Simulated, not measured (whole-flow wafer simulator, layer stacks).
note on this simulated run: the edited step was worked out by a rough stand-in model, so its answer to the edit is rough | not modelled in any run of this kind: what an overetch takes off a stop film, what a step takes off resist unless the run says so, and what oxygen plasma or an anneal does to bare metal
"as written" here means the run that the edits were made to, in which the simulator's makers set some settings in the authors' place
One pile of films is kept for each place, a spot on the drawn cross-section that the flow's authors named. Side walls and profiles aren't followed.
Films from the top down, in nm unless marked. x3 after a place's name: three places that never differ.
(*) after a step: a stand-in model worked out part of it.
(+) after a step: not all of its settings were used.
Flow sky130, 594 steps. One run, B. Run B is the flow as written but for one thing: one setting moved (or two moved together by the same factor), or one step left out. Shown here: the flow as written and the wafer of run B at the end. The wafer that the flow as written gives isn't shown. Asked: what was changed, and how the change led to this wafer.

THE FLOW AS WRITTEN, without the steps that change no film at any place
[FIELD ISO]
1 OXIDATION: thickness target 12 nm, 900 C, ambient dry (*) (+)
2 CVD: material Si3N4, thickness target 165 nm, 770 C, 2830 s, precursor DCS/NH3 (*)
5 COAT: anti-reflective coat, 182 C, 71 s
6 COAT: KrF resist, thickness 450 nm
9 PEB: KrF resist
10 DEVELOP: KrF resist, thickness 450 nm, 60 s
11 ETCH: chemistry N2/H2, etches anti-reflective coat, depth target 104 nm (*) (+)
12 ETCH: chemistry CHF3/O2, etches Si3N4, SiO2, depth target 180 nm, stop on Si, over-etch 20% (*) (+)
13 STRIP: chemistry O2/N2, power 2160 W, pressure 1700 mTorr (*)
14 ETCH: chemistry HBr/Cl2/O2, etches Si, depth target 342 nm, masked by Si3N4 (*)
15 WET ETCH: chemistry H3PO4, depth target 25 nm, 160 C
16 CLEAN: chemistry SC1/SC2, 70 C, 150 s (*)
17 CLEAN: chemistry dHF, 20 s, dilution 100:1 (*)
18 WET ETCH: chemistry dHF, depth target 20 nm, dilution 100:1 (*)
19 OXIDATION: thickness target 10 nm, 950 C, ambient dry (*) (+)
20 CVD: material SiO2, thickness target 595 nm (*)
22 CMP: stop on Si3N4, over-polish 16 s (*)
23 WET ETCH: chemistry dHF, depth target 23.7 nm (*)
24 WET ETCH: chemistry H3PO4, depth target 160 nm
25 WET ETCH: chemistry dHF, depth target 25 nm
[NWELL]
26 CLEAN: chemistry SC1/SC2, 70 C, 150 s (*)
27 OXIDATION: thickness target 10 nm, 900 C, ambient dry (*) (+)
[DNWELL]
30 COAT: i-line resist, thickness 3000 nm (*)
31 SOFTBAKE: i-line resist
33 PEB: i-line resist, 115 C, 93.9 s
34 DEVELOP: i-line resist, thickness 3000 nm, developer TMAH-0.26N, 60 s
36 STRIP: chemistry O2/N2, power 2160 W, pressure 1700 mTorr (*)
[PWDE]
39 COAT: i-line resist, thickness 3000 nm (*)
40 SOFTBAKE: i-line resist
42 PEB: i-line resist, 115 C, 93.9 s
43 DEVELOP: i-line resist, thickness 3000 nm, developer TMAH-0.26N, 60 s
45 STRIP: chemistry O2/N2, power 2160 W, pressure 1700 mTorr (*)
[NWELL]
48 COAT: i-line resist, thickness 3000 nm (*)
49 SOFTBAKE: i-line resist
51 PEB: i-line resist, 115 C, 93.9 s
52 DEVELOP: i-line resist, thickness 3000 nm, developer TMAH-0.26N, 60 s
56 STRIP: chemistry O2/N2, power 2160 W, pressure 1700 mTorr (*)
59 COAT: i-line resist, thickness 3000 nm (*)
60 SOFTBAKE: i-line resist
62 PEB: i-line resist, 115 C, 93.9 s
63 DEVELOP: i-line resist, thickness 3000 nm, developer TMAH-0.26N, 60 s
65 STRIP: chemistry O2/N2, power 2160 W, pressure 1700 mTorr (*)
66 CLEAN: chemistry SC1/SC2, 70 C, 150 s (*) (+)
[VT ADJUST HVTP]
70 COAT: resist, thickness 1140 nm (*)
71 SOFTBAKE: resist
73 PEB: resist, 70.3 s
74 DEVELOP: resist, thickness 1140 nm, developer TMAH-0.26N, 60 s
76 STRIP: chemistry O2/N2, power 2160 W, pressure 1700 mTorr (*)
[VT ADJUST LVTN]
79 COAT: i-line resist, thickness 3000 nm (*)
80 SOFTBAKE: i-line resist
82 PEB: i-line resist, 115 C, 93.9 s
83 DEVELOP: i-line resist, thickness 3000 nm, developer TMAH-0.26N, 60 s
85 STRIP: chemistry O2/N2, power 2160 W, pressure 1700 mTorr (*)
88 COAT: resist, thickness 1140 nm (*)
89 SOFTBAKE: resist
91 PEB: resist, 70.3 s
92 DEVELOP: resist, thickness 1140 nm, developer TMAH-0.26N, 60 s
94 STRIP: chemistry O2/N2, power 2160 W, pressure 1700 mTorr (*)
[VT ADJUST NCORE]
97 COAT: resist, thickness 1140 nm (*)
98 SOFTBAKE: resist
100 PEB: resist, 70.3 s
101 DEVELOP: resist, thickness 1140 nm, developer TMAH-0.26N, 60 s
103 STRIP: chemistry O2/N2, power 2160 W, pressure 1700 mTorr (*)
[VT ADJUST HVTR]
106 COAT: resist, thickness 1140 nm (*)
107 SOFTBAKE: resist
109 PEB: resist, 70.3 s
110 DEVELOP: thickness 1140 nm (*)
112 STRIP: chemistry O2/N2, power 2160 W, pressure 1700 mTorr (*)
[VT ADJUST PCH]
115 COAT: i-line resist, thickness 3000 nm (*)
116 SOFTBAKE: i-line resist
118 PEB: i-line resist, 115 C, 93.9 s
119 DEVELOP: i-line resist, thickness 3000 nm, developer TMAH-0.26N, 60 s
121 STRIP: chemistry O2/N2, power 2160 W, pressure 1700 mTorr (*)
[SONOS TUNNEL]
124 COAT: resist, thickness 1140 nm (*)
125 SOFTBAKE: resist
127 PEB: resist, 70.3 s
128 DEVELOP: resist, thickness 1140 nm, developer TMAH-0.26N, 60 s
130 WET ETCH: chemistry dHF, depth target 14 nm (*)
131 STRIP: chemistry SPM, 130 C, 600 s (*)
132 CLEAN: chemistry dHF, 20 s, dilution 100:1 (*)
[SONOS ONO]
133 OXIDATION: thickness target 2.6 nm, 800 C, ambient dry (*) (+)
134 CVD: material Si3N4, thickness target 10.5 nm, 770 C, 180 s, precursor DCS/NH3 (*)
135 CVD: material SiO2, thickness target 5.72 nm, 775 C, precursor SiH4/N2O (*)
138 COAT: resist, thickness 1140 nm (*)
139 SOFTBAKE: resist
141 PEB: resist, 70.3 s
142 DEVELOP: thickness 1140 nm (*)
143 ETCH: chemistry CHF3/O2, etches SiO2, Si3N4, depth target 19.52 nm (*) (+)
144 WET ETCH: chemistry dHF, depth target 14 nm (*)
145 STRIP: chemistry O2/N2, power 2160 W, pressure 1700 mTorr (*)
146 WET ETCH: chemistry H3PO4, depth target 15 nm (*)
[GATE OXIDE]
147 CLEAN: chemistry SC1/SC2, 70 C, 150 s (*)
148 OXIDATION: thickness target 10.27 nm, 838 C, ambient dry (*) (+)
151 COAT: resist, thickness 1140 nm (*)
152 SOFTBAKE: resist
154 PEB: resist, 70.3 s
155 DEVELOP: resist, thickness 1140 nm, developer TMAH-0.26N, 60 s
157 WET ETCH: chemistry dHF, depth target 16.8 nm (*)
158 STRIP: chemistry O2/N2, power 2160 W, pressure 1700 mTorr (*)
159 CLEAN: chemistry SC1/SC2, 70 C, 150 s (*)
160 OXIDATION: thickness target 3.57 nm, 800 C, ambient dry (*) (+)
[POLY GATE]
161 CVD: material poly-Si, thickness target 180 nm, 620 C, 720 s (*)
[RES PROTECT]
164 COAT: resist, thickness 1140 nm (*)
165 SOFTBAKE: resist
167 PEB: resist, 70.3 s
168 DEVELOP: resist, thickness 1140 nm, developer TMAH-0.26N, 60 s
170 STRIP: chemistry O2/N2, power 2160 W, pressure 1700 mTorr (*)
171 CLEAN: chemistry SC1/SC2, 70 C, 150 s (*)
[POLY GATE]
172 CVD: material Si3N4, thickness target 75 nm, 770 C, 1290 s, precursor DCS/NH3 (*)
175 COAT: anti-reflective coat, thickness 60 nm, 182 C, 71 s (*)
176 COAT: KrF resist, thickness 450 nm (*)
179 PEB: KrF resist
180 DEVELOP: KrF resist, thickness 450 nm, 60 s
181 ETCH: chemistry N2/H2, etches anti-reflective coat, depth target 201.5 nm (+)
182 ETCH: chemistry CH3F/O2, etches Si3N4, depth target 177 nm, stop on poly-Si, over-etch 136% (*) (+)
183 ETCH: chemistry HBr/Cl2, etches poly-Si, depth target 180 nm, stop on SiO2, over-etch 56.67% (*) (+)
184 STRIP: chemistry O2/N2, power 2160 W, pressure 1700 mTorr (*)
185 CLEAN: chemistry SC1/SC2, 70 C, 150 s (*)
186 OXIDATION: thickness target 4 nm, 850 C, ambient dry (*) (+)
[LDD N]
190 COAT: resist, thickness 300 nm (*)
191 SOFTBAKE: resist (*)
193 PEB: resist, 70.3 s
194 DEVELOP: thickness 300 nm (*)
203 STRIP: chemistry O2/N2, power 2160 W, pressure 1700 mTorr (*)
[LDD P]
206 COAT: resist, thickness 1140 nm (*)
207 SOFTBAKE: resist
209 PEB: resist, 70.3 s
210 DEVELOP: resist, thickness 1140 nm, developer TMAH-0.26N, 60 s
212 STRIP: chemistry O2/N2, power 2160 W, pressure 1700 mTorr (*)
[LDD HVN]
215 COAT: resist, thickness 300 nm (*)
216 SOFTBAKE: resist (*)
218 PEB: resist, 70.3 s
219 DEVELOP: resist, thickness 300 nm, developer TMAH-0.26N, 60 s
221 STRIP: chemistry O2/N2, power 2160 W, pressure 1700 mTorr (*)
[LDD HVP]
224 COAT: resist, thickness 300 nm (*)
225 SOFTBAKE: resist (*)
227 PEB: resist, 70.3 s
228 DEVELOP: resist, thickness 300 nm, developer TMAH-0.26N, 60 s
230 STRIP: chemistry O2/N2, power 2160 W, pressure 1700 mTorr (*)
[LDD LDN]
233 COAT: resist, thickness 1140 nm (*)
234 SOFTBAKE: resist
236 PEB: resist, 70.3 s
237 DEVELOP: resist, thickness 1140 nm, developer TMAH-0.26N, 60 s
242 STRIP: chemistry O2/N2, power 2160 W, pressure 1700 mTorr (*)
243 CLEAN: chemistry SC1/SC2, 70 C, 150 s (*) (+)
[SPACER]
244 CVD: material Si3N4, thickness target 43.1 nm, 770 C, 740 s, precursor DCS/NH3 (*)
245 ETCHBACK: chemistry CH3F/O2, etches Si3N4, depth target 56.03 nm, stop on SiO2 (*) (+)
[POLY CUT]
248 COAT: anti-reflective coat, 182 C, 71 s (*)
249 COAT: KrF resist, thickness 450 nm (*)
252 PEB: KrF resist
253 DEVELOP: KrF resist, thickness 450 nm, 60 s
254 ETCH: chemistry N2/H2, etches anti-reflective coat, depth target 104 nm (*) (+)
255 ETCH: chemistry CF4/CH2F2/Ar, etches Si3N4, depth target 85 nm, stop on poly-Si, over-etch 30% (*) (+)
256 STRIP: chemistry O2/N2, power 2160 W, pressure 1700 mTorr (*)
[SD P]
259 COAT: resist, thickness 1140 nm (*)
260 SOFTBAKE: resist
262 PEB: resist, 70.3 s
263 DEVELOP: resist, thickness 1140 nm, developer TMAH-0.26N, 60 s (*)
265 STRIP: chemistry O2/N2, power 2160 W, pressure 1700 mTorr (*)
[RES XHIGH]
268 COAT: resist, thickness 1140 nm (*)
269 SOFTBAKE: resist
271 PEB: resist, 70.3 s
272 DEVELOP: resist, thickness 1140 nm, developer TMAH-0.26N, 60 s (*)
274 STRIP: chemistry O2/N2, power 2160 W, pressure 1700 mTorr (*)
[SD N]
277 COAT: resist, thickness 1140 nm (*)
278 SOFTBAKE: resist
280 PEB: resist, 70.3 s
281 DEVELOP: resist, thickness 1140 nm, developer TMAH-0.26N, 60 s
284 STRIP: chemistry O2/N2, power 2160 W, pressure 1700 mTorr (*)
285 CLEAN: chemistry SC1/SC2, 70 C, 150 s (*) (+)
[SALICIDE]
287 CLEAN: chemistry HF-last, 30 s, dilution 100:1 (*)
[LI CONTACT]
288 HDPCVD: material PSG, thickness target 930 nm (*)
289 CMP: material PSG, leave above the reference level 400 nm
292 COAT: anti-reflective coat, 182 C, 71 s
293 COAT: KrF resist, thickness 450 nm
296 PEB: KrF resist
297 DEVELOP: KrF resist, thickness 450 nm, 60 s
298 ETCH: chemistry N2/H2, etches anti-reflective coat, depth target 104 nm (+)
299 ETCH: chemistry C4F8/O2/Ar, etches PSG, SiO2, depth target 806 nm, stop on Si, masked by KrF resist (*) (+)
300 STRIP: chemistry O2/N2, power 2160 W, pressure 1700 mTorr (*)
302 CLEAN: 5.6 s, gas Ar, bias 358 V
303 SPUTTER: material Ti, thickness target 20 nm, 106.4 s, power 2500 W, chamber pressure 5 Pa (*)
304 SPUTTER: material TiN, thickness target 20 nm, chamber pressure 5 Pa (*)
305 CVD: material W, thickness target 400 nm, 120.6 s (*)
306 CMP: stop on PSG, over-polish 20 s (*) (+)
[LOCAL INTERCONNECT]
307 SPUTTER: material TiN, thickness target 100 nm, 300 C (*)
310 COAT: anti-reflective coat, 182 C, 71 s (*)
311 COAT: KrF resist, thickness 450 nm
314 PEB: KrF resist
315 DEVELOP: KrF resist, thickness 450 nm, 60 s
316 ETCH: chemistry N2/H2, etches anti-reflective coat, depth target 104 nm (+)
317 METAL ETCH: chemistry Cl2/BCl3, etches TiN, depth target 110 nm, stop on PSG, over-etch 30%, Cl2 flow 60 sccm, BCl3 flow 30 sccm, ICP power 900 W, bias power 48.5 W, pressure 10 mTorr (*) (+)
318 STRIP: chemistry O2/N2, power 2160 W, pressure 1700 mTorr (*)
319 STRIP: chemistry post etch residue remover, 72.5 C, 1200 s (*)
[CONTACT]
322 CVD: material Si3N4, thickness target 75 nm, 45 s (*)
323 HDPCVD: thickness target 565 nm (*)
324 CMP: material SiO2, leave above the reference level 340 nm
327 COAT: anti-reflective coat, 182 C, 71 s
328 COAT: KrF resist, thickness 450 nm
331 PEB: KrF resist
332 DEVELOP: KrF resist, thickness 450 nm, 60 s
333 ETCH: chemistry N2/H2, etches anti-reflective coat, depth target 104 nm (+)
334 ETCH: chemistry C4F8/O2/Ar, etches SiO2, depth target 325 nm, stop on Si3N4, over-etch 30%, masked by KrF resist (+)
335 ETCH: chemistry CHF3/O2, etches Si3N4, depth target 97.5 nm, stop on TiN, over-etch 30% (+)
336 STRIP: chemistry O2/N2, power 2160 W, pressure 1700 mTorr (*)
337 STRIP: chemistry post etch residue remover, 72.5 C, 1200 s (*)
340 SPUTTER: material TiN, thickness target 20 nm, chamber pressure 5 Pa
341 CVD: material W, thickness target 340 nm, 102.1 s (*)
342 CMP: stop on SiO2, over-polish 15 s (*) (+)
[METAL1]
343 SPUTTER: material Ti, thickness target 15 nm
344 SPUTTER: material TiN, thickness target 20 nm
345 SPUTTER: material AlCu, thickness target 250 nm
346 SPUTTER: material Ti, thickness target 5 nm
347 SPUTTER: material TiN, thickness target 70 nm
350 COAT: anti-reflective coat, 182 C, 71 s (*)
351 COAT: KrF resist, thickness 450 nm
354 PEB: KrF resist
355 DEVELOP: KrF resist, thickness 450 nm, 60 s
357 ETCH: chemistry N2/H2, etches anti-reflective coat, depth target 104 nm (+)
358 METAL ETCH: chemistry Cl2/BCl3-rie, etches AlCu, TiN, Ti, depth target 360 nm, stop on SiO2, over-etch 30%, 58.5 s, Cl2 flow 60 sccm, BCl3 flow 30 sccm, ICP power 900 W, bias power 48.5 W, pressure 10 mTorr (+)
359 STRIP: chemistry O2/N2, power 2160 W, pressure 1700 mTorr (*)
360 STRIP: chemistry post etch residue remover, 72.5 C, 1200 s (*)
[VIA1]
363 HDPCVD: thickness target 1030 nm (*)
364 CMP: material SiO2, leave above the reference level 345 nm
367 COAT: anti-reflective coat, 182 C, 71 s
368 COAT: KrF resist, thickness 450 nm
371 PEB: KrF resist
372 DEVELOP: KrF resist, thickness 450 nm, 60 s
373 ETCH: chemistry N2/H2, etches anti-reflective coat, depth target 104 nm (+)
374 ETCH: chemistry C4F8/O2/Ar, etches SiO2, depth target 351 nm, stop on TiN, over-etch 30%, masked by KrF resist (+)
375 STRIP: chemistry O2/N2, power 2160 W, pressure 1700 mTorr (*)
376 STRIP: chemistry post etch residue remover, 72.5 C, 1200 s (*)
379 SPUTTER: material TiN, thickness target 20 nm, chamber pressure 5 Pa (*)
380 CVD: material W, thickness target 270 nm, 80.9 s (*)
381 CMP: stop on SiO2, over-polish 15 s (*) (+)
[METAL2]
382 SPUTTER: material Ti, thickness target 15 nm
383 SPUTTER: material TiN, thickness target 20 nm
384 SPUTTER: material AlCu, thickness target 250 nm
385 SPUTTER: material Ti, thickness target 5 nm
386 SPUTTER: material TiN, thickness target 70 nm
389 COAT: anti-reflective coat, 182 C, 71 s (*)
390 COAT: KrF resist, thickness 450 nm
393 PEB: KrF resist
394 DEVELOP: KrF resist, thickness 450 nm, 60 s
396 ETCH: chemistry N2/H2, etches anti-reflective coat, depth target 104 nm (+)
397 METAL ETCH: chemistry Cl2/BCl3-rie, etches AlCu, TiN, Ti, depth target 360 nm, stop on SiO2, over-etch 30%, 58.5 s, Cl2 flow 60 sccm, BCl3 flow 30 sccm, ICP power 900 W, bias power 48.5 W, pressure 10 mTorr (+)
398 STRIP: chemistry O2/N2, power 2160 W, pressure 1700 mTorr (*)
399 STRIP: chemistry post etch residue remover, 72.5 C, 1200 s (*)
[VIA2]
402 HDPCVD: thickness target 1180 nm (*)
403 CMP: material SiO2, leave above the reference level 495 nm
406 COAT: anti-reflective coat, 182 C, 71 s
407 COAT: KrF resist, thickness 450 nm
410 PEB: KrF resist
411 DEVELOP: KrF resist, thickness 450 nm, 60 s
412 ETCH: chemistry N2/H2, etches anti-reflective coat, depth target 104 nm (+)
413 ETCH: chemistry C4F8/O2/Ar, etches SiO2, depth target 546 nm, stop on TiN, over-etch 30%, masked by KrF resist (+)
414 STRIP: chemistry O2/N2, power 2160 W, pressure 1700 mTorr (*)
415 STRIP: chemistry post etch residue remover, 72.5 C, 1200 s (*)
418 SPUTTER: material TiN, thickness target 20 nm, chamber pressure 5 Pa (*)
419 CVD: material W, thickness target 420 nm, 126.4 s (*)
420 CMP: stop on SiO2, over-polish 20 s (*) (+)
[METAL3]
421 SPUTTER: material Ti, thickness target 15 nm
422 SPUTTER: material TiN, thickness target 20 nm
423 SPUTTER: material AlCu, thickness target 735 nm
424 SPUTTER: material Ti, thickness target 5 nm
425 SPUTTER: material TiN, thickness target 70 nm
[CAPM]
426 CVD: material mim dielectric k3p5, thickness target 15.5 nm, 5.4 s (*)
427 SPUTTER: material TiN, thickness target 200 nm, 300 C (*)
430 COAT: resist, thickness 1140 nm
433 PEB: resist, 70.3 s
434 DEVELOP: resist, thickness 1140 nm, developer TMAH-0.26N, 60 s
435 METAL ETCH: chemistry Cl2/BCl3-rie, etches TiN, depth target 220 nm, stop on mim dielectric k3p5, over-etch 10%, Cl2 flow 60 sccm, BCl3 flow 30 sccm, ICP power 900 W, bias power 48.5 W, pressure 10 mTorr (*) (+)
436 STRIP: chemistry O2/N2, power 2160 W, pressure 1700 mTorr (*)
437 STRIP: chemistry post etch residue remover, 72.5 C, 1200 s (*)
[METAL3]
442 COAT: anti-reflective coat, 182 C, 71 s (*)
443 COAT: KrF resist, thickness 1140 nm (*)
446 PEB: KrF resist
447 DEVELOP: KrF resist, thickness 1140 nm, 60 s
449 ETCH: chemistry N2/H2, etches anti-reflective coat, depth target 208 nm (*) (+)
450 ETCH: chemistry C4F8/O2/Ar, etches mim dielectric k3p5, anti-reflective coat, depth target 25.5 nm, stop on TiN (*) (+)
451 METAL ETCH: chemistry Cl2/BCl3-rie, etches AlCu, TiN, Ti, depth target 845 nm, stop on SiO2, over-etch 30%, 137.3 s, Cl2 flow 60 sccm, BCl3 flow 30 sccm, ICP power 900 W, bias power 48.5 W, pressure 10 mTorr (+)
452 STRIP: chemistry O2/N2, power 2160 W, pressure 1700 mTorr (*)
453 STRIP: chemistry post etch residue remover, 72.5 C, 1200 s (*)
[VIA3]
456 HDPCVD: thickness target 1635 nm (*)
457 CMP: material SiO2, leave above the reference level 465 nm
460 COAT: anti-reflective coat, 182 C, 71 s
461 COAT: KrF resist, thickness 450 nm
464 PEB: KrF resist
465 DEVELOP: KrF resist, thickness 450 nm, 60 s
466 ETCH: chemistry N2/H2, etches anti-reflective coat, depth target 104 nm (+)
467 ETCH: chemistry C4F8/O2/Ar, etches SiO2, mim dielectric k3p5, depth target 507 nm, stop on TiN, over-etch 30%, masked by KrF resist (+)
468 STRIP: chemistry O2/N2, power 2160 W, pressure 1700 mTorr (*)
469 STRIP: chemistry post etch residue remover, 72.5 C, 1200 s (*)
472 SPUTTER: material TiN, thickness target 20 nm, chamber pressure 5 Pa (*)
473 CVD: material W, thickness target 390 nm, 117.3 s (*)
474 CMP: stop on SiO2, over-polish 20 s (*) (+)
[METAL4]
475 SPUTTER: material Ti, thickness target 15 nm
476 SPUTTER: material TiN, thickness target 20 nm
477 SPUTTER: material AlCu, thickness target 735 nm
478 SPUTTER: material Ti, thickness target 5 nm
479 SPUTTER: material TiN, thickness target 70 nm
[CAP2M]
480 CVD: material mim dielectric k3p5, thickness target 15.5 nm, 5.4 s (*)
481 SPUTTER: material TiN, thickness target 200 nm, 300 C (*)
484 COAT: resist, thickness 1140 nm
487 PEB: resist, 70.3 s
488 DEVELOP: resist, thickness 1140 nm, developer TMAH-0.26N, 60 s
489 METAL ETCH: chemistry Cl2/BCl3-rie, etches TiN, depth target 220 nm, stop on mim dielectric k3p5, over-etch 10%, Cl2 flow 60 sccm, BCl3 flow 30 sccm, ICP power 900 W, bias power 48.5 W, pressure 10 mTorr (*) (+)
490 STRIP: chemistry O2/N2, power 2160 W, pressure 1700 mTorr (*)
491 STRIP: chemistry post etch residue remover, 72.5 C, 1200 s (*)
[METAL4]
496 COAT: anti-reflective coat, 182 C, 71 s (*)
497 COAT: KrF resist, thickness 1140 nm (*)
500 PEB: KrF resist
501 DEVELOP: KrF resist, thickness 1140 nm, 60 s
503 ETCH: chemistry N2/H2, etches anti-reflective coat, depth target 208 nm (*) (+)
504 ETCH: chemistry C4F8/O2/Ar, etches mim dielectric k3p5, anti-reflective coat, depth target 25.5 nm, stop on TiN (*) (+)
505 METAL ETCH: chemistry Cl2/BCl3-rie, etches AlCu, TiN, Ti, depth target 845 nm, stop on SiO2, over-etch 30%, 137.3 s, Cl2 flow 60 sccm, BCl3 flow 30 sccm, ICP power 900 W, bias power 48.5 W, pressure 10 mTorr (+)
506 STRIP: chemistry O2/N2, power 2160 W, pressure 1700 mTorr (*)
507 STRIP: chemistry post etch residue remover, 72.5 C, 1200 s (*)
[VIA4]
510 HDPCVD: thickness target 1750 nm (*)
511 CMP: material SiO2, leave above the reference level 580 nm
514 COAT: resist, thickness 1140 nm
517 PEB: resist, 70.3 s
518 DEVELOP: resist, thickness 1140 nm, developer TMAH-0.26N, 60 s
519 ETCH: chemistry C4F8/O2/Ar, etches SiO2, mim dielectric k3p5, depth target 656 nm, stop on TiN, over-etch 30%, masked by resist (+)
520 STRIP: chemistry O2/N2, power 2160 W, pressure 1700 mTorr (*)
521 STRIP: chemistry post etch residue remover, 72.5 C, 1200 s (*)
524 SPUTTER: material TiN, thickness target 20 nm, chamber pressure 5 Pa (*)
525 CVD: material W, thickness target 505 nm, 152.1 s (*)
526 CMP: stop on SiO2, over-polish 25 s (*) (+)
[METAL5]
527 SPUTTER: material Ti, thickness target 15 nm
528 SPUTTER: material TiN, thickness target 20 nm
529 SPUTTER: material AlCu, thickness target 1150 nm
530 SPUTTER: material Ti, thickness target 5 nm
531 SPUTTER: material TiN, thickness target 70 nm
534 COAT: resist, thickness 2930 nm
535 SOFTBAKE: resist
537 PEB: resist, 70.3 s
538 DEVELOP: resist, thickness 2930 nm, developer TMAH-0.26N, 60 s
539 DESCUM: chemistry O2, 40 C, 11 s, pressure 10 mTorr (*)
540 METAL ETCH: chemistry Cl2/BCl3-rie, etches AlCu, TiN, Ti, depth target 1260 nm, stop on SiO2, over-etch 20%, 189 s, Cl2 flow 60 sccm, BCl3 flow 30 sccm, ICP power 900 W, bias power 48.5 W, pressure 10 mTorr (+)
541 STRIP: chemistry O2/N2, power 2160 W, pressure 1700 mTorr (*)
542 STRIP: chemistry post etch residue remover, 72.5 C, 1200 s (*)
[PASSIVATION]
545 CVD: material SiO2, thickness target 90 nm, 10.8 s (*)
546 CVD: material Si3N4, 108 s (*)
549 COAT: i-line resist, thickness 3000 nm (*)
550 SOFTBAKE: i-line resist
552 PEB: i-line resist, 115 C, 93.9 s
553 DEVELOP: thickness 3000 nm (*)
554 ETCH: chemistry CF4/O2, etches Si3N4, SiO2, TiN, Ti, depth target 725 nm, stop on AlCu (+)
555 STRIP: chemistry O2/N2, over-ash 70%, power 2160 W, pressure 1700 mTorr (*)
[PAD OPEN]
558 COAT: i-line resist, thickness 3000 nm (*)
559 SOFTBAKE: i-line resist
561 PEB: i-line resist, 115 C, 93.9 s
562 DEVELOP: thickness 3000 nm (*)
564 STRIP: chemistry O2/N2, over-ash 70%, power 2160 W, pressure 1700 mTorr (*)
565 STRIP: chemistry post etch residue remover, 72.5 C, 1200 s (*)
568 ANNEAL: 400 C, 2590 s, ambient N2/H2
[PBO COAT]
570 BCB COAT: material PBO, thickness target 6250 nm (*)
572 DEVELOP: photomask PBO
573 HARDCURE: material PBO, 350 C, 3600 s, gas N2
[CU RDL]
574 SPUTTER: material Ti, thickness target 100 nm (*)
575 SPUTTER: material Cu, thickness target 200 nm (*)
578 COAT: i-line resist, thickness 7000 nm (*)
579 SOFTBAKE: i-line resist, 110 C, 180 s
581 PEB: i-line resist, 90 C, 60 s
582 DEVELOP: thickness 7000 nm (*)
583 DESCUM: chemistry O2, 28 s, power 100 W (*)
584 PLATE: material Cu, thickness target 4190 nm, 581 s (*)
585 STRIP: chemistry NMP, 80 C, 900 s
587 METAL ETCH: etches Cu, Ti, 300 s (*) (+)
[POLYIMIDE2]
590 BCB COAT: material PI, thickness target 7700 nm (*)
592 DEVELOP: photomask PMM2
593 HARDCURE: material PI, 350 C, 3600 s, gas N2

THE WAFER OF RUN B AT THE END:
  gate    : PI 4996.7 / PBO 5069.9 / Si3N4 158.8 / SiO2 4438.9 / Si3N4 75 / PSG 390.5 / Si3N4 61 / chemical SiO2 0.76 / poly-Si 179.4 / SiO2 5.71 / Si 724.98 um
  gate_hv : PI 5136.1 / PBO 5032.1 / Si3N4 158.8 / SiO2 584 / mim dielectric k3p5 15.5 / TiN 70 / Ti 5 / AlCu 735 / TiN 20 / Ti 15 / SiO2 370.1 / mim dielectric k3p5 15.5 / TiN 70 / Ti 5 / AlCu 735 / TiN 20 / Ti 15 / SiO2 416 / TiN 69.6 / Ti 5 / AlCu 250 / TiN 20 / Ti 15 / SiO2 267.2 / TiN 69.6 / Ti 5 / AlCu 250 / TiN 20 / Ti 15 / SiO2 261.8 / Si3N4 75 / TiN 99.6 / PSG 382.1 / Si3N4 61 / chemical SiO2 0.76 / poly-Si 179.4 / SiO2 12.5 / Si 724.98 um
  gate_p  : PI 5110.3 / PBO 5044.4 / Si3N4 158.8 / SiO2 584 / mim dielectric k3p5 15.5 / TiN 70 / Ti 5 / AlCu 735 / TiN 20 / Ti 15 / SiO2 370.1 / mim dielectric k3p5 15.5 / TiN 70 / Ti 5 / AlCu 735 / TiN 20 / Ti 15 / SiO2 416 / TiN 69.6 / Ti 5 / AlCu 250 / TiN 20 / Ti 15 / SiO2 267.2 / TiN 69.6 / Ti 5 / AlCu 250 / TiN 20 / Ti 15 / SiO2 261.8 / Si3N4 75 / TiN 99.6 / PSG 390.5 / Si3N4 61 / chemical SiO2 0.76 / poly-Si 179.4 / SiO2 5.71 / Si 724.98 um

The cause: step 160, OXIDATION: thickness target 5.71 nm was run, where the flow has thickness target 3.57 nm.
It can be read off the wafer: gate has SiO2 5.71, and step 160 as written asks for 3.57 nm.

How the change led to this, step by step:
  160 OXIDATION: thickness target 3.57 nm, 800 C, ambient dry (*) (+)
      active, n_well, p_well and 58 more: SiO2 +5.71 (new film), chemical SiO2 -0.76 (all of it), Si -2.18 (as written it would be: SiO2 +3.57 (new film), chemical SiO2 -0.76 (all of it), Si -1.24)
      gate_hv, m1, pad and 37 more: SiO2 +2.59, Si -1.14 (as written it would be: SiO2 +0.85, Si -0.37)
  248 COAT: anti-reflective coat, 182 C, 71 s (*)
      m1: anti-reflective coat +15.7 (new film) (as written it would be: anti-reflective coat +16.3 (new film))
      gate_lg05: anti-reflective coat +18 (new film) (as written it would be: anti-reflective coat +18.6 (new film))
      (and at 1 more place)
  256 STRIP: chemistry O2/N2, power 2160 W, pressure 1700 mTorr (*)
      m1: KrF resist -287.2 (all of it), anti-reflective coat -15.7 (all of it) (as written it would be: KrF resist -287.2 (all of it), anti-reflective coat -16.3 (all of it))
      gate_lg05: KrF resist -307 (all of it), anti-reflective coat -18 (all of it) (as written it would be: KrF resist -307 (all of it), anti-reflective coat -18.6 (all of it))
      (and at 1 more place)
  299 ETCH: chemistry C4F8/O2/Ar, etches PSG, SiO2, depth target 806 nm, stop on Si, masked by KrF resist (*) (+)
      contact, ndiff_licon, ndiff_licon_cpp: PSG -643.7 (all of it), SiO2 -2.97 (all of it) (as written it would be: PSG -643.6 (all of it), SiO2 -1.16 (all of it))
  303 SPUTTER: material Ti, thickness target 20 nm, 106.4 s, power 2500 W, chamber pressure 5 Pa (*)
      ndiff_licon_cpp: Ti +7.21 (new film) (as written it would be: Ti +6.53 (new film))
  306 CMP: stop on PSG, over-polish 20 s (*) (+)
      poly_licon: W -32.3 (as written it would be: W -33.3)
